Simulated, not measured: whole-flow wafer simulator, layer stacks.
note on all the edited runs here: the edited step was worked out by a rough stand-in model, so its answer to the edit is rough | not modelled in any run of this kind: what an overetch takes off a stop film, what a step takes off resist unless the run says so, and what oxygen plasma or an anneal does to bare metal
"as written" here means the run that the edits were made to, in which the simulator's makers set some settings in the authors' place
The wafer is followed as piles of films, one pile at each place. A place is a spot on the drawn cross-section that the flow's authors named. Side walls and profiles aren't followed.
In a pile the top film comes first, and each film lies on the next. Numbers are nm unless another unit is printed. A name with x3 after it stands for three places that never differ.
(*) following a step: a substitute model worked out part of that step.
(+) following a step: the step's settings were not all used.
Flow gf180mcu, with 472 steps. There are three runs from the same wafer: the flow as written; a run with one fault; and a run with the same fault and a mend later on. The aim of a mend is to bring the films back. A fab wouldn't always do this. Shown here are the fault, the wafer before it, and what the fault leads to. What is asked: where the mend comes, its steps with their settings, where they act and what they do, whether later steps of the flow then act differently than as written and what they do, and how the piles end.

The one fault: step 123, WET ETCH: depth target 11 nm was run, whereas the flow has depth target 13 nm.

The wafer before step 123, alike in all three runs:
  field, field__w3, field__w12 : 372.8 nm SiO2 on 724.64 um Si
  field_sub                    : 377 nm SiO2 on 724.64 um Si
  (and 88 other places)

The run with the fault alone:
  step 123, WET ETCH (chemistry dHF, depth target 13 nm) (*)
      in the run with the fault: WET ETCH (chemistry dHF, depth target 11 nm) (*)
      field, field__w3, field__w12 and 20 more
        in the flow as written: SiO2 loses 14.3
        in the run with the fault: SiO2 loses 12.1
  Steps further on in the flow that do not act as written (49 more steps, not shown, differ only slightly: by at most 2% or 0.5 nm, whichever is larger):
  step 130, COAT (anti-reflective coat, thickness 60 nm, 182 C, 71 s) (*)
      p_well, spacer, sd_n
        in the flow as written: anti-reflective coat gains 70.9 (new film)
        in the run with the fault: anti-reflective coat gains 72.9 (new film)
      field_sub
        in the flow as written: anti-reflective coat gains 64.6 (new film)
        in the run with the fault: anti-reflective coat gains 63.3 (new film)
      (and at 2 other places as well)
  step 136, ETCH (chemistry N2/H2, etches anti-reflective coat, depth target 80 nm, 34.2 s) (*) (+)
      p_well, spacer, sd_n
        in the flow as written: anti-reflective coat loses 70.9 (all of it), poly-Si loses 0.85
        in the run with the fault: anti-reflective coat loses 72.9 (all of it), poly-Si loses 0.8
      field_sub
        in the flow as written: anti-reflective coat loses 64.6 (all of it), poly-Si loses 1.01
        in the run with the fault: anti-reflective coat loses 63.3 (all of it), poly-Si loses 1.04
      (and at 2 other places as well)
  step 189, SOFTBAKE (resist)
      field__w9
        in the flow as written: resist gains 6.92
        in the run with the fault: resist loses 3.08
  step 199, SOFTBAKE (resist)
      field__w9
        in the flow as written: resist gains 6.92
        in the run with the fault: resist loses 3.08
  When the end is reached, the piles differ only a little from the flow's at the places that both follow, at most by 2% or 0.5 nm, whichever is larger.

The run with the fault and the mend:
  The mend follows step 123.
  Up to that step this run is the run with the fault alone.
  step 123a, WET ETCH (chemistry dHF, depth target 2 nm) (*) (a further turn of the flow's step 123, with different settings)
      field, field__w3, field__w12 and 20 more
        SiO2 loses 2
  Later steps of the flow that are run all act as written at every place that is followed, up to a difference of at most 2% or 0.5 nm, whichever is larger.
  When the end is reached, the piles differ only a little from the flow's at the places that both follow, at most by 2% or 0.5 nm, whichever is larger.
